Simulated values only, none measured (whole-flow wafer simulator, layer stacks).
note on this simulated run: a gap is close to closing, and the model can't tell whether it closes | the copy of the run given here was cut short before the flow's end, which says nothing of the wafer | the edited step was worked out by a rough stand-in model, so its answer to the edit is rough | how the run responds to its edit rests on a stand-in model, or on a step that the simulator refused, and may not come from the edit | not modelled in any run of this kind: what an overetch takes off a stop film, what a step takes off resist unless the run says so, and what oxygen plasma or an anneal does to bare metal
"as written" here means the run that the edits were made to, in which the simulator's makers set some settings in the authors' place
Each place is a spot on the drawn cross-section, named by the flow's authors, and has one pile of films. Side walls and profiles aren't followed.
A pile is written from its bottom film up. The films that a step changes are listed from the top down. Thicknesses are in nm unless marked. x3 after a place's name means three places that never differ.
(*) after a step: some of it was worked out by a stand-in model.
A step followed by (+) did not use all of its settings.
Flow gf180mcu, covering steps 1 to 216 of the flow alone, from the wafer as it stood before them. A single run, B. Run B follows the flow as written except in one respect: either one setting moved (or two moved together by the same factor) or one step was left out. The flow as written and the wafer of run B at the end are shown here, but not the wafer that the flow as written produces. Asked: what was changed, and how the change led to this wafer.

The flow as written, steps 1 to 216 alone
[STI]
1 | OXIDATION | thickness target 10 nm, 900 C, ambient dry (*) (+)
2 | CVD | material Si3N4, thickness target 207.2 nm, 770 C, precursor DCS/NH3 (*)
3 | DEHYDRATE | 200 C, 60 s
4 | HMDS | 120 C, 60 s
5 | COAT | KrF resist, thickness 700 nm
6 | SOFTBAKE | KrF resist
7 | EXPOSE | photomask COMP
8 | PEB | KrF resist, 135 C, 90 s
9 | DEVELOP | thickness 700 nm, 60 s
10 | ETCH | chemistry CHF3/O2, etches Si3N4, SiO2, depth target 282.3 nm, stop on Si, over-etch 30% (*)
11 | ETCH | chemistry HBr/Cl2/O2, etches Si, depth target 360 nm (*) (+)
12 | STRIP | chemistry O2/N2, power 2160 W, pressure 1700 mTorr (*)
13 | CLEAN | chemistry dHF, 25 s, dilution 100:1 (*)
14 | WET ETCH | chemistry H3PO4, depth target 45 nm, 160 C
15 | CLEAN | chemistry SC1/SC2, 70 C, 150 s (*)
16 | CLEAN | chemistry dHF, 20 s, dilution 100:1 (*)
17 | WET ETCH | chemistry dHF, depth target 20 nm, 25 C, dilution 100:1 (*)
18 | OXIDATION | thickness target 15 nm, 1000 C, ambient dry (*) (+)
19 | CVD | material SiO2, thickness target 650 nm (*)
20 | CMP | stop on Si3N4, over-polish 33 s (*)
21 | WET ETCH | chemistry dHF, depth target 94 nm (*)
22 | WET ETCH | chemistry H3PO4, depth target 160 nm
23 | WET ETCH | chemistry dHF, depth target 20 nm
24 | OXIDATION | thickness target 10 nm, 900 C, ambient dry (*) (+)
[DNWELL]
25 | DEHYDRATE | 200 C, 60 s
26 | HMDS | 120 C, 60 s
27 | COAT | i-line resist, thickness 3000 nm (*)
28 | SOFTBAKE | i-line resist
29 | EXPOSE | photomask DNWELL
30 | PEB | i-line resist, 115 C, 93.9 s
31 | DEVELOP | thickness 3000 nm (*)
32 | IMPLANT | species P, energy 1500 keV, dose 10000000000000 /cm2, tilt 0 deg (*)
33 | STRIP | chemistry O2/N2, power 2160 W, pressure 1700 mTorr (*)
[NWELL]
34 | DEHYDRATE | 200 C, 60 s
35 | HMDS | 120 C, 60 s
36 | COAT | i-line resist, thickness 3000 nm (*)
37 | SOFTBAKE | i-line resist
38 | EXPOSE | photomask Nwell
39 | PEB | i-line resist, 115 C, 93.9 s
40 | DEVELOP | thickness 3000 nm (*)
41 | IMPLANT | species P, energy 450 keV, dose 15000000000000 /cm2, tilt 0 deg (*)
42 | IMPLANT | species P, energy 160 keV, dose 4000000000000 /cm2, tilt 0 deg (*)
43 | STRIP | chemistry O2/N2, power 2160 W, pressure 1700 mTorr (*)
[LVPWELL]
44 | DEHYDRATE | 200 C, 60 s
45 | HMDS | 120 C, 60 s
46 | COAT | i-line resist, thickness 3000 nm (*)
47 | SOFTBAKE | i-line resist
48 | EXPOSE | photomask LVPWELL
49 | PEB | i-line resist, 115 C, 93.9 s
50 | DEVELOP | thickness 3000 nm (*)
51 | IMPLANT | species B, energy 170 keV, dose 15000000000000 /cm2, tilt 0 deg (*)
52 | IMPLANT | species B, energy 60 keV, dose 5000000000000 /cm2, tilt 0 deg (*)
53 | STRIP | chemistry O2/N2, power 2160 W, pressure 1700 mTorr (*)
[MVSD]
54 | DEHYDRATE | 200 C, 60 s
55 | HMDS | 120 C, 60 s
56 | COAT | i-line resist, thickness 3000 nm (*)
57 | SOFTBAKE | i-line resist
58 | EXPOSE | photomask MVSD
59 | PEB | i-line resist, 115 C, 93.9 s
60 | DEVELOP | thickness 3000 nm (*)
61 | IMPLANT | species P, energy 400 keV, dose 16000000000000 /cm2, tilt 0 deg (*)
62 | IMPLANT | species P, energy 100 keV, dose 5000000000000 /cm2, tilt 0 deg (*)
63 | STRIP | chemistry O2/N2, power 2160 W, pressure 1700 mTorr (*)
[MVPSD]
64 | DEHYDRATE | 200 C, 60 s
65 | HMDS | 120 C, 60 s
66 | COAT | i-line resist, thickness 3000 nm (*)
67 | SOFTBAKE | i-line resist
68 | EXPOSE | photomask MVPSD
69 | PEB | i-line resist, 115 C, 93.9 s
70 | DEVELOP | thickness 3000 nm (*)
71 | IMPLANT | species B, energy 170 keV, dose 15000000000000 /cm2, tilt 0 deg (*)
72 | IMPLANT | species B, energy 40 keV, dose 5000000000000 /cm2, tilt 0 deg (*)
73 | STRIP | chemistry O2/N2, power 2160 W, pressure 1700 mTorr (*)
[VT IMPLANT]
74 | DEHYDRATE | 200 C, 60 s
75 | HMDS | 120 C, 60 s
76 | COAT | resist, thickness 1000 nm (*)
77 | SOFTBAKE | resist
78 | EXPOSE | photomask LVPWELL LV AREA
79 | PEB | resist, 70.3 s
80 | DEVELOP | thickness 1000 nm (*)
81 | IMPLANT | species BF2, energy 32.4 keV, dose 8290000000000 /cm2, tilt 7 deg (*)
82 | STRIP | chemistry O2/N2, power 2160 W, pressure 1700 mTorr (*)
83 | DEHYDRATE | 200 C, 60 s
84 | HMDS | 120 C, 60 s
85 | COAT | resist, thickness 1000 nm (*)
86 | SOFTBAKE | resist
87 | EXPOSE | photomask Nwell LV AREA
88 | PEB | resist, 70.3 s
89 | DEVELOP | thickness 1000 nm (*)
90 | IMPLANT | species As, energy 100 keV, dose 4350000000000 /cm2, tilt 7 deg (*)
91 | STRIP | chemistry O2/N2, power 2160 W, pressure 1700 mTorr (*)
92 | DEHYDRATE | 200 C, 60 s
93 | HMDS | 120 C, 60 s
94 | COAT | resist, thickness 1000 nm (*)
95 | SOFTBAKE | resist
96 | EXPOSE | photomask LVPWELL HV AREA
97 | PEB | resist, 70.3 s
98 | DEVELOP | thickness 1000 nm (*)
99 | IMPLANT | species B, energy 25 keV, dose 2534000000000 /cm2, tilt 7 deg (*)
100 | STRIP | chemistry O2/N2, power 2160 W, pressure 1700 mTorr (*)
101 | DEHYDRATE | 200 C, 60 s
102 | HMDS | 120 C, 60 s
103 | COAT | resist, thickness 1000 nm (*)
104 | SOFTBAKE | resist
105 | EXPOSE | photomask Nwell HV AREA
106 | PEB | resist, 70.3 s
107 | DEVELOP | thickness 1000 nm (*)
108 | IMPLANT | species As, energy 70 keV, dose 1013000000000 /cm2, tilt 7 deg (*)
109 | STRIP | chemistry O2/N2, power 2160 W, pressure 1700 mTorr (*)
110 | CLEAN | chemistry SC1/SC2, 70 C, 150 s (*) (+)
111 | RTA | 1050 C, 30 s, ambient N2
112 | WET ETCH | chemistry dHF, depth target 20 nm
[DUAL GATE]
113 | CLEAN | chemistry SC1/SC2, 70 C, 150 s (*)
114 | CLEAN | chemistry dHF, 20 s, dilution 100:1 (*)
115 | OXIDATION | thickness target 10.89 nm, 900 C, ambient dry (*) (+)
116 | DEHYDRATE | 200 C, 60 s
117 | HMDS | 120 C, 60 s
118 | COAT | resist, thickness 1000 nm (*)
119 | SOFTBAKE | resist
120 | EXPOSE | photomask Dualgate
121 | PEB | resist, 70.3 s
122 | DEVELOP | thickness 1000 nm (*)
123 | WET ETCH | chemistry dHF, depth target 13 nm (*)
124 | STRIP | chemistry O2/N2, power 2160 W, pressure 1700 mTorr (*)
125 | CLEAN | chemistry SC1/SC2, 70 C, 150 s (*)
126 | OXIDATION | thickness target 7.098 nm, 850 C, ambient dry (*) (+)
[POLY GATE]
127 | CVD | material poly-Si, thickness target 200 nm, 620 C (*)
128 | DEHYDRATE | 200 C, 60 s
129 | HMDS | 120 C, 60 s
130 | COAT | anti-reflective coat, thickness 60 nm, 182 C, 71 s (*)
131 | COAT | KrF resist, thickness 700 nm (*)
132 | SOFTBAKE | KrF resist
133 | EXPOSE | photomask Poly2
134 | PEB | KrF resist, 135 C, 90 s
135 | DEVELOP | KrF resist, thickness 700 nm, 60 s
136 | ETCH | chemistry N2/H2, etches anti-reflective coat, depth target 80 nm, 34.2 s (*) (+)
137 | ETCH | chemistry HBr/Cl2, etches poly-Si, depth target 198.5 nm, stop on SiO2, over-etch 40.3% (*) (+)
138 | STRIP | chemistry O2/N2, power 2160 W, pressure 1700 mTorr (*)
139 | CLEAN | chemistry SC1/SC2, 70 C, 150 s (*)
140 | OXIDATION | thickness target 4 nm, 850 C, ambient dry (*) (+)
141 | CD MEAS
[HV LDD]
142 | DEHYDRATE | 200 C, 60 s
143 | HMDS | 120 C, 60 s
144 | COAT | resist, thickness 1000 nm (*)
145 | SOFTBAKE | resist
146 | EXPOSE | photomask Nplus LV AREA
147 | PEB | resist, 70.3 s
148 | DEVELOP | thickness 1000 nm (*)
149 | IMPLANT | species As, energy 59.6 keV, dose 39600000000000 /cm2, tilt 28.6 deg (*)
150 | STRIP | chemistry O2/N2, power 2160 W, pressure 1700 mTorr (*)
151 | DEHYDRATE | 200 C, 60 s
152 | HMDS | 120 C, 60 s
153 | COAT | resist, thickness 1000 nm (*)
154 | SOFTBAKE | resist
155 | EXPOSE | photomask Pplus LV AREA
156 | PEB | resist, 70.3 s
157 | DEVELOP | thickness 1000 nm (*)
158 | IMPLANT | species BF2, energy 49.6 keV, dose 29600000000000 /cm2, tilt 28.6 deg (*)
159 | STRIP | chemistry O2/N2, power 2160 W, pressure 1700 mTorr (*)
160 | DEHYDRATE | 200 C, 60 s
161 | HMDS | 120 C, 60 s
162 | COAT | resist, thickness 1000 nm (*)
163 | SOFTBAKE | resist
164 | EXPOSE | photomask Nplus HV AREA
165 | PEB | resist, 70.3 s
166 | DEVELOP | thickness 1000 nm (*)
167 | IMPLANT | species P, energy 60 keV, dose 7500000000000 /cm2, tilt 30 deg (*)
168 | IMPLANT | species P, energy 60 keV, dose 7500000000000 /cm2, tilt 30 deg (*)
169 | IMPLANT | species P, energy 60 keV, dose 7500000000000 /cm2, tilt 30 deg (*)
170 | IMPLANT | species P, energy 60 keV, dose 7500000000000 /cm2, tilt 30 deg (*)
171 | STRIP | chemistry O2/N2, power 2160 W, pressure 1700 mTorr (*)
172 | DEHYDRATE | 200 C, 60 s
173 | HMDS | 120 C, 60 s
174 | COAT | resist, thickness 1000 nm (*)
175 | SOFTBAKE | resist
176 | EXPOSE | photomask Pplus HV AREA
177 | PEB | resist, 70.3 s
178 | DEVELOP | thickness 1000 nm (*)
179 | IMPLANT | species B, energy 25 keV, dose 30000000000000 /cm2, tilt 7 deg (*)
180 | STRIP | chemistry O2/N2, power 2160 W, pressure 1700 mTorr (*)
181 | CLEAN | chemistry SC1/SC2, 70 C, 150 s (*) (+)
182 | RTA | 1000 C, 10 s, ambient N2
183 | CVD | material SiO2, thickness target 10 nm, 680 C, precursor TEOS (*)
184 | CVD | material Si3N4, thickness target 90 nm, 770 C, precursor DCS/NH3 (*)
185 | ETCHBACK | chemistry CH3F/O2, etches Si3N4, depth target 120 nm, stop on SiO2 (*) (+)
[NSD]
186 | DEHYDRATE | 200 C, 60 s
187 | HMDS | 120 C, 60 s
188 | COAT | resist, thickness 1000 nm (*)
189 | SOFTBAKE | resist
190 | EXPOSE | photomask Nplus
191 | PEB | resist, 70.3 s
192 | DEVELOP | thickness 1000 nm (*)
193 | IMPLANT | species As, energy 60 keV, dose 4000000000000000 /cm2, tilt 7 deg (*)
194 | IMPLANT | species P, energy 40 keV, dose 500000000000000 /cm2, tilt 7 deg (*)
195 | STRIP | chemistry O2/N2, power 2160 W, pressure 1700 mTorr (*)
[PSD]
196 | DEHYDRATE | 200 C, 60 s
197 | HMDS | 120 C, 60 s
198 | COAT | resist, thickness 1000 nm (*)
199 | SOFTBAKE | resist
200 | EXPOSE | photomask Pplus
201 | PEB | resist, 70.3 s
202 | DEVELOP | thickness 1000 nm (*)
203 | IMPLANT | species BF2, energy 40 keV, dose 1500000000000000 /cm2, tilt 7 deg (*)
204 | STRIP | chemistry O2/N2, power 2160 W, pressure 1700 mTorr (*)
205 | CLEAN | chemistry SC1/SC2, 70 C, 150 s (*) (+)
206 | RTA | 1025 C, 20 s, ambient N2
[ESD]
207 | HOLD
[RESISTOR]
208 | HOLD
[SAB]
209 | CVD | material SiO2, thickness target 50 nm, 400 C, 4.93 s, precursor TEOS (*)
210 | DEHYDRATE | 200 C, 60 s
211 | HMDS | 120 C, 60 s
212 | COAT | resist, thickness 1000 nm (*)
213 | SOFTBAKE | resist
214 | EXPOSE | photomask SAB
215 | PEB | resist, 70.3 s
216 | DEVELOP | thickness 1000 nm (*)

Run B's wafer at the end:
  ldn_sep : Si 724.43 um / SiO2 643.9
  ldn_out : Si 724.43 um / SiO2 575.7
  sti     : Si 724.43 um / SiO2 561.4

What caused this: step 11, ETCH: depth target 567 nm was run, whereas the flow has depth target 360 nm.

The path from the change to this, step by step:
  11 | ETCH | chemistry HBr/Cl2/O2, etches Si, depth target 360 nm (*) (+)
      active, n_well, p_well and 40 more: -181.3 KrF resist (it would be, as written: -112.3 KrF resist)
      field, field_sub, sti and 34 more: -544 Si (it would be, as written: -337 Si)
  12 | STRIP | chemistry O2/N2, power 2160 W, pressure 1700 mTorr (*)
      active, n_well, p_well and 40 more: -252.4 KrF resist (all of it) (it would be, as written: -321.4 KrF resist (all of it))
  19 | CVD | material SiO2, thickness target 650 nm (*)
      m1, ld_fp_n, ld_drift_n and 8 more: +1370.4 SiO2 (it would be, as written: +1163.4 SiO2)
  20 | CMP | stop on Si3N4, over-polish 33 s (*)
      sti, mim_1p0 x3, iso_nw_fld and 9 more: nothing (it would be, as written: -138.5 SiO2)
      nw_enc_fld, nw_enc_fld_lv: nothing (it would be, as written: -142.5 SiO2)
      (and at 10 other places as well)
  27 | COAT | i-line resist, thickness 3000 nm (*)
      p_well, spacer, sd_n: +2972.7 i-line resist (new film) (it would be, as written: +3034 i-line resist (new film))
  28 | SOFTBAKE | i-line resist
      field: -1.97 i-line resist (it would be, as written: +2.45 i-line resist)
      field_sub: -1.35 i-line resist (it would be, as written: +1.87 i-line resist)
      (and at 67 other places as well)
  33 | STRIP | chemistry O2/N2, power 2160 W, pressure 1700 mTorr (*)
      p_well, spacer, sd_n: -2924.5 i-line resist (all of it) (it would be, as written: -2984.7 i-line resist (all of it))
  36 | COAT | i-line resist, thickness 3000 nm (*)
      p_well, spacer, sd_n: +2972.7 i-line resist (new film) (it would be, as written: +3034 i-line resist (new film))
  37 | SOFTBAKE | i-line resist
      field: -1.97 i-line resist (it would be, as written: +2.45 i-line resist)
      field_sub: -1.35 i-line resist (it would be, as written: +1.87 i-line resist)
      (and at 67 other places as well)
  43 | STRIP | chemistry O2/N2, power 2160 W, pressure 1700 mTorr (*)
      p_well, spacer, sd_n: -2924.5 i-line resist (all of it) (it would be, as written: -2984.7 i-line resist (all of it))
  46 | COAT | i-line resist, thickness 3000 nm (*)
      p_well, spacer, sd_n: +2972.7 i-line resist (new film) (it would be, as written: +3034 i-line resist (new film))
  47 | SOFTBAKE | i-line resist
      field: -1.97 i-line resist (it would be, as written: +2.45 i-line resist)
      field_sub: -1.35 i-line resist (it would be, as written: +1.87 i-line resist)
      (and at 67 other places as well)
  50 | DEVELOP | thickness 3000 nm (*)
      p_well, spacer, sd_n: -2924.5 i-line resist (all of it) (it would be, as written: -2984.7 i-line resist (all of it))
  56 | COAT | i-line resist, thickness 3000 nm (*)
      p_well, spacer, sd_n: +2972.7 i-line resist (new film) (it would be, as written: +3034 i-line resist (new film))
  57 | SOFTBAKE | i-line resist
      field: -1.97 i-line resist (it would be, as written: +2.45 i-line resist)
      field_sub: -1.35 i-line resist (it would be, as written: +1.87 i-line resist)
      (and at 67 other places as well)
  63 | STRIP | chemistry O2/N2, power 2160 W, pressure 1700 mTorr (*)
      p_well, spacer, sd_n: -2924.5 i-line resist (all of it) (it would be, as written: -2984.7 i-line resist (all of it))
  ... 68 further steps ...
  216 | DEVELOP | thickness 1000 nm (*)
      p_well, sd_n: -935 resist (all of it) (it would be, as written: -996.4 resist (all of it))
      field__w1: -1048.2 resist (all of it) (it would be, as written: -1017.5 resist (all of it))
      (and at 67 other places as well)
